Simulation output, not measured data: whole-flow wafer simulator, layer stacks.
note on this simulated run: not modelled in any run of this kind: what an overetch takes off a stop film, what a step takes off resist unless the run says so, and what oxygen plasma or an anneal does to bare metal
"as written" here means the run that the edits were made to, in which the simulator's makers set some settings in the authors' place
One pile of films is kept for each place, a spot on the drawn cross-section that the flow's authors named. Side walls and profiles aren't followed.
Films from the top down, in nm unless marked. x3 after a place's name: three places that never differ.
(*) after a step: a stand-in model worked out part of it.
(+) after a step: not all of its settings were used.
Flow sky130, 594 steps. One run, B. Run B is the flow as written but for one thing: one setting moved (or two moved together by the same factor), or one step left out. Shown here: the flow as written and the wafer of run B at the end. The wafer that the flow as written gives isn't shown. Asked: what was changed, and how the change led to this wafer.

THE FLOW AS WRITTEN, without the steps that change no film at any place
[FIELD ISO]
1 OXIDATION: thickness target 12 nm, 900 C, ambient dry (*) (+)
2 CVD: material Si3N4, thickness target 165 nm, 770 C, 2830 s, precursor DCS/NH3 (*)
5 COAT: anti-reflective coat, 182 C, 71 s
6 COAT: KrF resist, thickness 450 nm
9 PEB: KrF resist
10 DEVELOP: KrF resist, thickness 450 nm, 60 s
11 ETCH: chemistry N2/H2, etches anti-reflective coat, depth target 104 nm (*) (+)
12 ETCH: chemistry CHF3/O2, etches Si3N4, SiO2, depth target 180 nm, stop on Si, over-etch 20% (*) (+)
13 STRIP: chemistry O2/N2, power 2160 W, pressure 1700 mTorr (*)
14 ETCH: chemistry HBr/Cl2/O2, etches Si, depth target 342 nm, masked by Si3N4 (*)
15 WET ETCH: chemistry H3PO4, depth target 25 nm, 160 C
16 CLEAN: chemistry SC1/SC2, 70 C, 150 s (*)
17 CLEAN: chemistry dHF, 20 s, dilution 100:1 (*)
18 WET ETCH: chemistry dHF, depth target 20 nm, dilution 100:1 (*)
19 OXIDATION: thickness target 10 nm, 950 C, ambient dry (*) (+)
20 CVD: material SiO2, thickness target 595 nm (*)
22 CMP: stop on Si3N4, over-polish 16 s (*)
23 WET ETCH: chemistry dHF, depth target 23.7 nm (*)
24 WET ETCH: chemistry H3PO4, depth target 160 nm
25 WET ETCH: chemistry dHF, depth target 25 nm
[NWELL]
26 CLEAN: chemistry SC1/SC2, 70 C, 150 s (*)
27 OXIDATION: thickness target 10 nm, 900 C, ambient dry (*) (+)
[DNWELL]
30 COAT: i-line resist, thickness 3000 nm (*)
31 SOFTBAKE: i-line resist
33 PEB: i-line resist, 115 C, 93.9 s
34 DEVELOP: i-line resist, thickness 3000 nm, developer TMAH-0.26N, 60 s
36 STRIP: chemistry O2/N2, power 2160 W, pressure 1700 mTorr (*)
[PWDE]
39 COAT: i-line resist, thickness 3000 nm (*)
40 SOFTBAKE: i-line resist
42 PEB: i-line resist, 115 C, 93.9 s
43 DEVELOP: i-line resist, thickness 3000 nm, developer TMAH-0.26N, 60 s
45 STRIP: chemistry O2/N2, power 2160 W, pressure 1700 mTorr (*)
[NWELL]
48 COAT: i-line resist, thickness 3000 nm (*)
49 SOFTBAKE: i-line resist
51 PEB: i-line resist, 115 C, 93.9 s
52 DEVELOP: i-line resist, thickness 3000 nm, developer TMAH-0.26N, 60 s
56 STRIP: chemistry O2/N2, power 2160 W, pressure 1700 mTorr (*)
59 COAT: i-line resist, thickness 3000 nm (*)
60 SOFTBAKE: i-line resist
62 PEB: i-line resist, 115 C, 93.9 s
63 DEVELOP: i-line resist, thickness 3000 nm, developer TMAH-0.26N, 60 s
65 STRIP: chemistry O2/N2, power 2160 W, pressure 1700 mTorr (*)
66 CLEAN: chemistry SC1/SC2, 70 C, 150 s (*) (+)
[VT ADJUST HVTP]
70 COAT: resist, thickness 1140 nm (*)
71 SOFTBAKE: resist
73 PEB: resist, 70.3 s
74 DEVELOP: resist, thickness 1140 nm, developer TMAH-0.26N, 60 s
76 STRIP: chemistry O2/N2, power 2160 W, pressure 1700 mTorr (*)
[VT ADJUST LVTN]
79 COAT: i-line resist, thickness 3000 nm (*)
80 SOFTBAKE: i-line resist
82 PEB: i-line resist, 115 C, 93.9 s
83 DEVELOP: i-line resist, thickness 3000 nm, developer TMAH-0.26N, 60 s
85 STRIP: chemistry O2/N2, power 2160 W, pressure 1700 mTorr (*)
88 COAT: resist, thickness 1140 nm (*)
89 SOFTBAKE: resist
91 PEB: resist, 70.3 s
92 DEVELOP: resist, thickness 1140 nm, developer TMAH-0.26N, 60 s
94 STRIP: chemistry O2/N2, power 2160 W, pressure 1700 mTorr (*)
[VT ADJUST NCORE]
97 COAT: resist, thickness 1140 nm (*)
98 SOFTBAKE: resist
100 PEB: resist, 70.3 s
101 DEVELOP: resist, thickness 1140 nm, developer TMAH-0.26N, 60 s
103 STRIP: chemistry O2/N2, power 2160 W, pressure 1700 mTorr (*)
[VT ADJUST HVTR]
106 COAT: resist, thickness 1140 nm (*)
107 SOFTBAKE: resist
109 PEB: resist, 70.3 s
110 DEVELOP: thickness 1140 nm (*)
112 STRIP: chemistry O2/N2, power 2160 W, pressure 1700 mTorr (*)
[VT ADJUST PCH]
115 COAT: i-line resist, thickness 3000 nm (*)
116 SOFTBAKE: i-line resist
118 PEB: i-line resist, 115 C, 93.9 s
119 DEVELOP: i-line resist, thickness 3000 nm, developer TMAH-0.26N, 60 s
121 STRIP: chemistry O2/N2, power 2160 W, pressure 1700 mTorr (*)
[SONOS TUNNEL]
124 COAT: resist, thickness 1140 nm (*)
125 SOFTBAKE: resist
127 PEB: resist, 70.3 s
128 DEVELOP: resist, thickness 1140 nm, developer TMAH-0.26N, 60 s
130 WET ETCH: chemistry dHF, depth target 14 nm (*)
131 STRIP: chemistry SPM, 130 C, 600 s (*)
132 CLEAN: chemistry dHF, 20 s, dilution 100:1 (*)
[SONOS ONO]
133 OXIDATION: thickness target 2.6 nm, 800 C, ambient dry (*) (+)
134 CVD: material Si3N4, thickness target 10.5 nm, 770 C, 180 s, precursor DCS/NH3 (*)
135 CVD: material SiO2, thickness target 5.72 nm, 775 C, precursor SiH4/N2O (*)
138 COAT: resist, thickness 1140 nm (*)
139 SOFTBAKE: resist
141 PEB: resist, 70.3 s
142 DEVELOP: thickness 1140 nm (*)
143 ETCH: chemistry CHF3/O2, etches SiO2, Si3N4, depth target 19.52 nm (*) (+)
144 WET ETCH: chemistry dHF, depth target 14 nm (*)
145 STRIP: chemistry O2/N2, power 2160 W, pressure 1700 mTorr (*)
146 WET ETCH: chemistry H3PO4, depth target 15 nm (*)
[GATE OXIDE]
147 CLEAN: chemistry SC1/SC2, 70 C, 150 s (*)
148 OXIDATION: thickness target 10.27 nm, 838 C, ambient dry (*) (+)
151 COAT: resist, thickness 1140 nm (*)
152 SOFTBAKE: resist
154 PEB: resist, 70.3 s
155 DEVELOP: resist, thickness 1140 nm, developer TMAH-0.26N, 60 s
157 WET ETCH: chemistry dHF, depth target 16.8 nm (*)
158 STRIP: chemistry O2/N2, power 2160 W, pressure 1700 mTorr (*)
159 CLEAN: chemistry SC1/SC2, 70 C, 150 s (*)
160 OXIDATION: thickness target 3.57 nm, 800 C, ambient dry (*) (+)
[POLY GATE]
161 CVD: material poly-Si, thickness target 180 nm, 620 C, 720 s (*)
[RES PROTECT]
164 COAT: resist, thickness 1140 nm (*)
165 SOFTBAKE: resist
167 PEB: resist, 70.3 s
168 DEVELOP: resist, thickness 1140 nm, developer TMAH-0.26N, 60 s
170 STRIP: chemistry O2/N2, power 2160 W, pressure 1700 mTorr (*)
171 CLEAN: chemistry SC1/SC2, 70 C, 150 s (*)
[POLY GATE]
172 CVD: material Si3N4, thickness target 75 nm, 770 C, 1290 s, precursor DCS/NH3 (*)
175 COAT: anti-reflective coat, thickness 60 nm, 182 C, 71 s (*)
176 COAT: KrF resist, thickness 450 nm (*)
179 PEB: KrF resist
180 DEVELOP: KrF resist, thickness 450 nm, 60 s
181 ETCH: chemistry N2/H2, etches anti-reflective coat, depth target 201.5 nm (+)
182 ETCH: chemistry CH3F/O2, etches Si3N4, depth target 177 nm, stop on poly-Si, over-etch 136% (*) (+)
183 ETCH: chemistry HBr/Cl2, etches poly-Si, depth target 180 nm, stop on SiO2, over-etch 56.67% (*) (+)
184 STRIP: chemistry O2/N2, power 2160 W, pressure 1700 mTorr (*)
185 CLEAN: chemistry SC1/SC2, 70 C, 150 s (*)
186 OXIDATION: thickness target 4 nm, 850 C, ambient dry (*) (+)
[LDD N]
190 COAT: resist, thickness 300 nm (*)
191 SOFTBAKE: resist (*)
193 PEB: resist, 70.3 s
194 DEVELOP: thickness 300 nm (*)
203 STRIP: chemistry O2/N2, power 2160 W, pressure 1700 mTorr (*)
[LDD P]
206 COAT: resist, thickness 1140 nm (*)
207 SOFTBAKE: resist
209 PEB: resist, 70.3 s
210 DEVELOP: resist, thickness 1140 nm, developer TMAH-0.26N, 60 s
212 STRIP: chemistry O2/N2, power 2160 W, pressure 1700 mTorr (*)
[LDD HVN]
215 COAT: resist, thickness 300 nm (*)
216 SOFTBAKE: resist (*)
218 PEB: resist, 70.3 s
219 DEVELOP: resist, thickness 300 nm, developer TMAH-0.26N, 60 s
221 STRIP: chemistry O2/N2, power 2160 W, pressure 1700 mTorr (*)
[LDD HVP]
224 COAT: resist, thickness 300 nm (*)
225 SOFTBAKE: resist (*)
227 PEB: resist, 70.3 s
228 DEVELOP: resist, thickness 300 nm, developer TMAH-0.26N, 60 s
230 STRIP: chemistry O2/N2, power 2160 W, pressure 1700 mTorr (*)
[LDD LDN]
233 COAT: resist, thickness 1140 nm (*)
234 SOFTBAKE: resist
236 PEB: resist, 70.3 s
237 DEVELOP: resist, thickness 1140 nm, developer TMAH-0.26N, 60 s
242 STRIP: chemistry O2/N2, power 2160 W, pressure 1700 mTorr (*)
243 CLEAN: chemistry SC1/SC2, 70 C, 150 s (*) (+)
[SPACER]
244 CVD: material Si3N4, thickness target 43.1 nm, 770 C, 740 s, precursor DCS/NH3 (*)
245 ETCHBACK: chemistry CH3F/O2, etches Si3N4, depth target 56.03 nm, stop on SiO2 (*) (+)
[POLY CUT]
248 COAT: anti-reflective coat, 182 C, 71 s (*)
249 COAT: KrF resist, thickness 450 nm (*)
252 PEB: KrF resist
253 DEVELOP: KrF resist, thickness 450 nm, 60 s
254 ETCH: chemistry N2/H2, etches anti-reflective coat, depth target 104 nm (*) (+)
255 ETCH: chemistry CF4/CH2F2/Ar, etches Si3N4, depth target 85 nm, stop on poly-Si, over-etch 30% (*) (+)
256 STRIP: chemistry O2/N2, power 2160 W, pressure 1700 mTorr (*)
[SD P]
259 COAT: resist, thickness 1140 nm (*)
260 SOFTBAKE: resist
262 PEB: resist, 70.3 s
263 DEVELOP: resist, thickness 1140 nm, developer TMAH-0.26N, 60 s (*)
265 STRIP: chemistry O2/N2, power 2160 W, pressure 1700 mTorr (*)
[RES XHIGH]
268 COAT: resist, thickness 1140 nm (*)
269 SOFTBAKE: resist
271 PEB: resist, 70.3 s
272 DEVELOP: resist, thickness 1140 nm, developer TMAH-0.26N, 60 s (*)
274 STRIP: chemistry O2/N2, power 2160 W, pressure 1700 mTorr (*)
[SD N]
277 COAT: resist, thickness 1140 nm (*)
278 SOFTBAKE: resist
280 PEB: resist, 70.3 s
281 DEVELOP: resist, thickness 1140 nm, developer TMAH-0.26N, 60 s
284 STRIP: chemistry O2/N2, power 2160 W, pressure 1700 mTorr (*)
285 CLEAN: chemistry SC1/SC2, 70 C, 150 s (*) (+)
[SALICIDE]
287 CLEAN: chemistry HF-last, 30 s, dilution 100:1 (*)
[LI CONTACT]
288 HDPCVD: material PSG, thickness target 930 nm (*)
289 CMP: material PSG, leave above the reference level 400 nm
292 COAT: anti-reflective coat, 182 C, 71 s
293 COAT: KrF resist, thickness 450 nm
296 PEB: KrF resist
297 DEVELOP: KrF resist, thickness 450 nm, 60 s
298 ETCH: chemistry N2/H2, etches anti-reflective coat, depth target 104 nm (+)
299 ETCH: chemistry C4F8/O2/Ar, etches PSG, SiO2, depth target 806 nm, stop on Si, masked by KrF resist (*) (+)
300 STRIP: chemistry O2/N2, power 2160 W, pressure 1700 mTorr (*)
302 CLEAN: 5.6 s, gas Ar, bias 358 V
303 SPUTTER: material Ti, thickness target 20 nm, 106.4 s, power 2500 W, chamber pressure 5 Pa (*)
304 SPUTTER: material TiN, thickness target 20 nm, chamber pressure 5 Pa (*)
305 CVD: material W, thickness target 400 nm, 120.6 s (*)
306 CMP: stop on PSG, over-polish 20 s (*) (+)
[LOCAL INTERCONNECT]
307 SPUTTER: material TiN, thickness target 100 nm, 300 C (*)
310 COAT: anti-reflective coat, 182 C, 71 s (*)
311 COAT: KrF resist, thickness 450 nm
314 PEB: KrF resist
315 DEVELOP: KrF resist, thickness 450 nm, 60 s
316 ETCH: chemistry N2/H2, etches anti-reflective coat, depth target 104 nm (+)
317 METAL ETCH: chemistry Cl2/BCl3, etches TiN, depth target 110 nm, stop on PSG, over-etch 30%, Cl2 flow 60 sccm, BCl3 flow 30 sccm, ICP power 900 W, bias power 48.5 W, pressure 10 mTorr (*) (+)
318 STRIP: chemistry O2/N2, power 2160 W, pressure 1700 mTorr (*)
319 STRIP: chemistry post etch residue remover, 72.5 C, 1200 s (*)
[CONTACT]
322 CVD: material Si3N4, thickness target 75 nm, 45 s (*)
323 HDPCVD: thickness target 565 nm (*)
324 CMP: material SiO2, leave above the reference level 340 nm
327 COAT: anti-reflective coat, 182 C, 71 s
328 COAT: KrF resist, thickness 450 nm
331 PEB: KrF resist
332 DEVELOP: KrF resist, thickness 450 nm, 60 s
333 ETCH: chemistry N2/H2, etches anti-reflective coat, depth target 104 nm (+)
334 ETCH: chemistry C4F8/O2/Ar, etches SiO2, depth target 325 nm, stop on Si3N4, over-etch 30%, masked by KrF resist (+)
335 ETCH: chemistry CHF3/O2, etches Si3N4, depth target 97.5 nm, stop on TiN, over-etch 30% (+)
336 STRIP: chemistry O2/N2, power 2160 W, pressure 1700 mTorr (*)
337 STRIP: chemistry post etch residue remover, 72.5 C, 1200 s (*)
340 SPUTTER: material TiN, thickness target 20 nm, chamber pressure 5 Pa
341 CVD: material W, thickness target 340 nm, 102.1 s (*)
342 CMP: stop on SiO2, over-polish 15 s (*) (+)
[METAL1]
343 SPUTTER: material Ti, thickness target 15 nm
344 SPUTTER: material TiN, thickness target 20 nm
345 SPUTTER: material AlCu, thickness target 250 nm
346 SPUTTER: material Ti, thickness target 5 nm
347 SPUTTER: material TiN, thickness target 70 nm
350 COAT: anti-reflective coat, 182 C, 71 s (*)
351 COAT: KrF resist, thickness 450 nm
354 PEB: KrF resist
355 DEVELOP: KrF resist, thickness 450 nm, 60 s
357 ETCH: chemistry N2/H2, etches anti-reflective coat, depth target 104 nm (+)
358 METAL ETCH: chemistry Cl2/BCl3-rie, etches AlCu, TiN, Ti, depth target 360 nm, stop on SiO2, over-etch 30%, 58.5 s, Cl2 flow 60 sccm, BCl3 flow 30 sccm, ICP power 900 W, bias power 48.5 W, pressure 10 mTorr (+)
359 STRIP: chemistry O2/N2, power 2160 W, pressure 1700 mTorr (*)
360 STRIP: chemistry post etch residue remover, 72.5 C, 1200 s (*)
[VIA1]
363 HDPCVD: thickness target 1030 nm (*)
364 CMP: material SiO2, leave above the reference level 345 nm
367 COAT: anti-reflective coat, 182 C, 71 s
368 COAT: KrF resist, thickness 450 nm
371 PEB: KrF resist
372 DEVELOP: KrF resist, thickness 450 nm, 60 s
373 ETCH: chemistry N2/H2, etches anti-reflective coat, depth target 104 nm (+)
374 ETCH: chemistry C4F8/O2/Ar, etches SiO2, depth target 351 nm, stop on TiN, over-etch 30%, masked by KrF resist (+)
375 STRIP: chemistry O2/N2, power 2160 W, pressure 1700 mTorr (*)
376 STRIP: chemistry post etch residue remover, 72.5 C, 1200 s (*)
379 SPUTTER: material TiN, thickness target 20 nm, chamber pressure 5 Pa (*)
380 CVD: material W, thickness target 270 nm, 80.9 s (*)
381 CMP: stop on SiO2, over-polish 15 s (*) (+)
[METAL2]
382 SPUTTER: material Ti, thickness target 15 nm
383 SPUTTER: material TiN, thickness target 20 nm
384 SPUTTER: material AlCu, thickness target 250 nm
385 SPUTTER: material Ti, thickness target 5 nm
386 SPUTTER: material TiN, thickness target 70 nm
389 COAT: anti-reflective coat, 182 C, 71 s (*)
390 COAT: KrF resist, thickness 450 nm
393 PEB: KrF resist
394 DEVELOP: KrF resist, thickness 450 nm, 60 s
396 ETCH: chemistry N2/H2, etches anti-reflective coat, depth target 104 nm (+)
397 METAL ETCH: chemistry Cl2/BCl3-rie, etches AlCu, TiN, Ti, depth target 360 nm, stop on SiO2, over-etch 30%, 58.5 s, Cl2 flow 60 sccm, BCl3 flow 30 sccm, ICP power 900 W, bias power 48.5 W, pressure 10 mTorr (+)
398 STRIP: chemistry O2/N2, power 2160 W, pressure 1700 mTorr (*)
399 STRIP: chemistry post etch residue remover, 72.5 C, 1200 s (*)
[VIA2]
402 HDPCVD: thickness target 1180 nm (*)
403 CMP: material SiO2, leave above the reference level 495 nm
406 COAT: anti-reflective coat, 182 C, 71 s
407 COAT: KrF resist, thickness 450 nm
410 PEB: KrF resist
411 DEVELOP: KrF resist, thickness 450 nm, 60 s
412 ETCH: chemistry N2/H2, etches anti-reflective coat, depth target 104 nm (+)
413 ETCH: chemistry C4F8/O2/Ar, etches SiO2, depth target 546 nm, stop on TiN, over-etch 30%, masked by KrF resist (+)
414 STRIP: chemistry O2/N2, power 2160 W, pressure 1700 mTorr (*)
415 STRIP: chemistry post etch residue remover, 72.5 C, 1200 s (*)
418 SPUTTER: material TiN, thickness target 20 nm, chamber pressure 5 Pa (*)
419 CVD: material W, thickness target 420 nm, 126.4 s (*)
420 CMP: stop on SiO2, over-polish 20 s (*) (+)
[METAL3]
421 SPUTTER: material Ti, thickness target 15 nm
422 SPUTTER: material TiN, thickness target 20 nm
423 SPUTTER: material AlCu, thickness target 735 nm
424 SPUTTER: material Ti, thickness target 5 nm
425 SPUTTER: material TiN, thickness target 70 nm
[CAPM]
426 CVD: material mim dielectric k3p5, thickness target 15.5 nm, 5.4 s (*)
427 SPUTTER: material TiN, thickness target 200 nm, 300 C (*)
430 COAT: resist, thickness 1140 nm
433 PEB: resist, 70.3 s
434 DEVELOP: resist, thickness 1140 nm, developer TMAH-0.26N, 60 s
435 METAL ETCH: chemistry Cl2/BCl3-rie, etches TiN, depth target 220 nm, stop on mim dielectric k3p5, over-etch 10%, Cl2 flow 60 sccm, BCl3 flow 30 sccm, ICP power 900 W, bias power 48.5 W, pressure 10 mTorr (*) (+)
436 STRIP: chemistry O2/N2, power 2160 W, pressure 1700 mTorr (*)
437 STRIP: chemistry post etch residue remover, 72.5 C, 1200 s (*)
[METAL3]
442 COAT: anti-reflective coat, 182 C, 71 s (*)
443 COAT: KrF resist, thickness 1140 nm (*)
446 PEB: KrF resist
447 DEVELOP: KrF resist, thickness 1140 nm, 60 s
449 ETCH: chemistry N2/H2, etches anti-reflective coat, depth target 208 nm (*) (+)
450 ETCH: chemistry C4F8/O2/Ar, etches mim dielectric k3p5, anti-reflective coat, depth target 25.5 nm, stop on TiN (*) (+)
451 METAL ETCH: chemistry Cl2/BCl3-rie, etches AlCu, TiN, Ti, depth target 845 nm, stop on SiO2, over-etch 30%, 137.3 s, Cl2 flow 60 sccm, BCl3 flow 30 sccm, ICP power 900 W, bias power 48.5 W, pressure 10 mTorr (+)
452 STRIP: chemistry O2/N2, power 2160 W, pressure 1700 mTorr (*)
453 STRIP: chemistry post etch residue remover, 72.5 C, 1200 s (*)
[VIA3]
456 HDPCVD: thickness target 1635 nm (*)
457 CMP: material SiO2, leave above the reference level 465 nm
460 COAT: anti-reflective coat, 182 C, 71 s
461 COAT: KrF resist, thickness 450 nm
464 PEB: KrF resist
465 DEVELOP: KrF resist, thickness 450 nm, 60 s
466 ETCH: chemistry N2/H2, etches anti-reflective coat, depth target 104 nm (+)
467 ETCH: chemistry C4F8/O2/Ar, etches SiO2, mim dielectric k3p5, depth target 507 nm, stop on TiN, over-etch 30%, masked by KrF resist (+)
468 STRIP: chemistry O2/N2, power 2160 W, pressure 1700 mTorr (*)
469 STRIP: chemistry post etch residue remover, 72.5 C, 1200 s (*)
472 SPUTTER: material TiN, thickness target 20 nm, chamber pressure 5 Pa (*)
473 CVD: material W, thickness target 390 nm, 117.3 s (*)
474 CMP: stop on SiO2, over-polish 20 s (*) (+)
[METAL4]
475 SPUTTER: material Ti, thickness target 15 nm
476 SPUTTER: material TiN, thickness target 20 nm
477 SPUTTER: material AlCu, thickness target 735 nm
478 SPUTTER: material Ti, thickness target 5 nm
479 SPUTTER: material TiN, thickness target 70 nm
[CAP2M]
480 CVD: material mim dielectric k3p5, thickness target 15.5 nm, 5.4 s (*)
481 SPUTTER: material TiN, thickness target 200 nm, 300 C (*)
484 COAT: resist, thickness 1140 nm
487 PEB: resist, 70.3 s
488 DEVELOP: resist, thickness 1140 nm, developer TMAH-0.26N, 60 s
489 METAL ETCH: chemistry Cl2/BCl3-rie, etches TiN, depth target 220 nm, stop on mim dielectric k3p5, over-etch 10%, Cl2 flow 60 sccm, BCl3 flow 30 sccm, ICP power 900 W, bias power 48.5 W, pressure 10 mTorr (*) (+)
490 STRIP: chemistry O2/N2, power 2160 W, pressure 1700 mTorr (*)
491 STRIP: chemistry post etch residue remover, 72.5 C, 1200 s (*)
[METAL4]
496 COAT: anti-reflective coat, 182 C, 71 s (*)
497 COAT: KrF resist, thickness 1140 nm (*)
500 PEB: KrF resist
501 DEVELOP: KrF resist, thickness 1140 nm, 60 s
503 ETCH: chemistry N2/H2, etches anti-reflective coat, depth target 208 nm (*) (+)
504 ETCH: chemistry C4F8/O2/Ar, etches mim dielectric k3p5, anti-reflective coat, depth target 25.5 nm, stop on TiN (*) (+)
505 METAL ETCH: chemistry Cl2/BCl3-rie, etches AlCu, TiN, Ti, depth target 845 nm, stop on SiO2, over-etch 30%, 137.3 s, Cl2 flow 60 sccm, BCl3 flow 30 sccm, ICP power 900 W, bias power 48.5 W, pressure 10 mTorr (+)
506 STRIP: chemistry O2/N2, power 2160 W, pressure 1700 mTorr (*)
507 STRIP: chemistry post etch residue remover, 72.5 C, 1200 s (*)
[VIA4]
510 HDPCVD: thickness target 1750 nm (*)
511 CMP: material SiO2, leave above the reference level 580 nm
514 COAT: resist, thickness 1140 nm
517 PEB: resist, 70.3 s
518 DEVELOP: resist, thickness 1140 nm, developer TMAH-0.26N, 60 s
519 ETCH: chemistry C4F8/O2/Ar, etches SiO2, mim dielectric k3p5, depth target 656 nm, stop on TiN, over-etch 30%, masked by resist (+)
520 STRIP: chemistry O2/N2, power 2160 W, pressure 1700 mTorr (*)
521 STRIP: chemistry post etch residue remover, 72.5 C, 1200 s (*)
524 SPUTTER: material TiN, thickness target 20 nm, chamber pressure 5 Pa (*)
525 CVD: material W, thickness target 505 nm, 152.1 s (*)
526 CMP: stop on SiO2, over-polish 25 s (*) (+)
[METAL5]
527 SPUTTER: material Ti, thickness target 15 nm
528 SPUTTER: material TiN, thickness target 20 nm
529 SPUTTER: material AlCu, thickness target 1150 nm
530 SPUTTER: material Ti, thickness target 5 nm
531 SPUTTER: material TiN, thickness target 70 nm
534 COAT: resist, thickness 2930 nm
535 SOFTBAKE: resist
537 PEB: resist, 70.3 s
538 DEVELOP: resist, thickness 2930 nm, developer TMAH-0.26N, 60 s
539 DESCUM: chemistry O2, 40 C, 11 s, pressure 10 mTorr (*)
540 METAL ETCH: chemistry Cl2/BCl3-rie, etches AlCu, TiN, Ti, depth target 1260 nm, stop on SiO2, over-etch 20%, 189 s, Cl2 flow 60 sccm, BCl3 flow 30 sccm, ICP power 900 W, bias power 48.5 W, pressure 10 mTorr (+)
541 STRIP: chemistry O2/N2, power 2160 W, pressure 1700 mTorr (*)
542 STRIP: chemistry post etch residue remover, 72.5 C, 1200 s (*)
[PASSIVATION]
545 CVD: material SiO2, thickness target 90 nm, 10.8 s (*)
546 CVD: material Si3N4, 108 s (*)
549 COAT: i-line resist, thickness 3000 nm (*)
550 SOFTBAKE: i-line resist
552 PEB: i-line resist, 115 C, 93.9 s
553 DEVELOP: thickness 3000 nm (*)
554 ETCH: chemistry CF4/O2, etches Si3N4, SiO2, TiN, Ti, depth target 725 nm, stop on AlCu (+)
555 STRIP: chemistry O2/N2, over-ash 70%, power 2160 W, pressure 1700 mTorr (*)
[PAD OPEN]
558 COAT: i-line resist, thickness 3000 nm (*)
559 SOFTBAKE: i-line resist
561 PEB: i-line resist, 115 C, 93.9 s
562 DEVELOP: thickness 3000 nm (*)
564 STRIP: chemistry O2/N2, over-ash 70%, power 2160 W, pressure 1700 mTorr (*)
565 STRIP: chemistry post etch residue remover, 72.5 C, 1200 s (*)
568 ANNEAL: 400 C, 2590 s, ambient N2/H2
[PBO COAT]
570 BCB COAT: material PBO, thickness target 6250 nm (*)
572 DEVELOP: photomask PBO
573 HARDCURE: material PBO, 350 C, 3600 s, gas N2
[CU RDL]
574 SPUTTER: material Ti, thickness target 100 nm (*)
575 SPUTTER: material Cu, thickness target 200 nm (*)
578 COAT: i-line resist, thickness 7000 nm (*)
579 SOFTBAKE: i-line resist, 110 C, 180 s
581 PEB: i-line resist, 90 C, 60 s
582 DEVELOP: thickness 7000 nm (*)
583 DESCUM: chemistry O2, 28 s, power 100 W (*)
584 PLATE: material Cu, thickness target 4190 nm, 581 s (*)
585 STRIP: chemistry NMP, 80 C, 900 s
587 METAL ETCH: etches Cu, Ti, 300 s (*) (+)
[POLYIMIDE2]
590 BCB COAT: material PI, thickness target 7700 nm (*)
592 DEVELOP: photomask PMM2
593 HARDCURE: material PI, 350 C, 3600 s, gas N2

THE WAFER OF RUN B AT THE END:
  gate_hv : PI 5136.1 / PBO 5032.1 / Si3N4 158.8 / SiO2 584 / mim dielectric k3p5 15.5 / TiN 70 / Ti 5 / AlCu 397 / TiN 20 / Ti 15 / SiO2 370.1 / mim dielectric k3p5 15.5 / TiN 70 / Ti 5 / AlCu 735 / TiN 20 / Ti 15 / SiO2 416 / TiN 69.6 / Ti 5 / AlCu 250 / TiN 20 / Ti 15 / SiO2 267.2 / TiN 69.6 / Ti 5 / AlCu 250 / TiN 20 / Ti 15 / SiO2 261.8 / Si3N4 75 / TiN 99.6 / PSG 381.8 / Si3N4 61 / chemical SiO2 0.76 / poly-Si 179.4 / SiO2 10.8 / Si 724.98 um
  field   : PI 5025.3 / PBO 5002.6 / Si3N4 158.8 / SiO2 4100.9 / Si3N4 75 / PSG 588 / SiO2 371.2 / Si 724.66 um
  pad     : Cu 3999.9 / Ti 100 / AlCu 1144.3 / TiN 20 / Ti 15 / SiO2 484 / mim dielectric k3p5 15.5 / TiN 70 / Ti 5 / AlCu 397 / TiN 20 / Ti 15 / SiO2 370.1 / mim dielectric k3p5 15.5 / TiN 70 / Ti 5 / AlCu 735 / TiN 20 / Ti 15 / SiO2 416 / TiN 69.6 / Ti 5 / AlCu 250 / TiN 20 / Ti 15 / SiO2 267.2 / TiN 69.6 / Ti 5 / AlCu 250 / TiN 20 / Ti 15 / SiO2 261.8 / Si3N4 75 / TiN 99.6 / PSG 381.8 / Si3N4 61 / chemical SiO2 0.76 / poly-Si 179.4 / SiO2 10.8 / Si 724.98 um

The cause: step 477, SPUTTER: thickness target 397 nm was run, where the flow has thickness target 735 nm.
It can be read off the wafer: gate_hv has AlCu 397, and step 477 as written asks for 735 nm.

How the change led to this, step by step:
  477 SPUTTER: material AlCu, thickness target 735 nm
      field, active, n_well and 189 more: AlCu +397 (new film) (as written it would be: AlCu +735 (new film))
  505 METAL ETCH: chemistry Cl2/BCl3-rie, etches AlCu, TiN, Ti, depth target 845 nm, stop on SiO2, over-etch 30%, 137.3 s, Cl2 flow 60 sccm, BCl3 flow 30 sccm, ICP power 900 W, bias power 48.5 W, pressure 10 mTorr (+)
      field, gate, spacer and 64 more: TiN -70 (all of it), Ti -5 (all of it), AlCu -397 (all of it), TiN -20 (all of it), Ti -15 (all of it), SiO2 -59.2 (as written it would be: TiN -70 (all of it), Ti -5 (all of it), AlCu -735 (all of it), TiN -20 (all of it), Ti -15 (all of it), SiO2 -25.4)
      vpp_iso1, m1_ln, rpo_hd and 6 more: TiN -70 (all of it), Ti -5 (all of it), AlCu -397 (all of it), TiN -20 (all of it), Ti -15 (all of it), SiO2 -59.1 (as written it would be: TiN -70 (all of it), Ti -5 (all of it), AlCu -735 (all of it), TiN -20 (all of it), Ti -15 (all of it), SiO2 -25.3)
      (and at 12 more places)
  511 CMP: material SiO2, leave above the reference level 580 nm
      field, active, gate and 76 more: SiO2 -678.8 (as written it would be: SiO2 -374.7)
      iso_guard__w1, mim_edge_gap, vpp_m3ln, rpm_encl, via2_enc, rpm_encl_psd, iso_guard_nsd_tip: SiO2 -678.8 (as written it would be: SiO2 -374.6)
      (and at 2 more places)
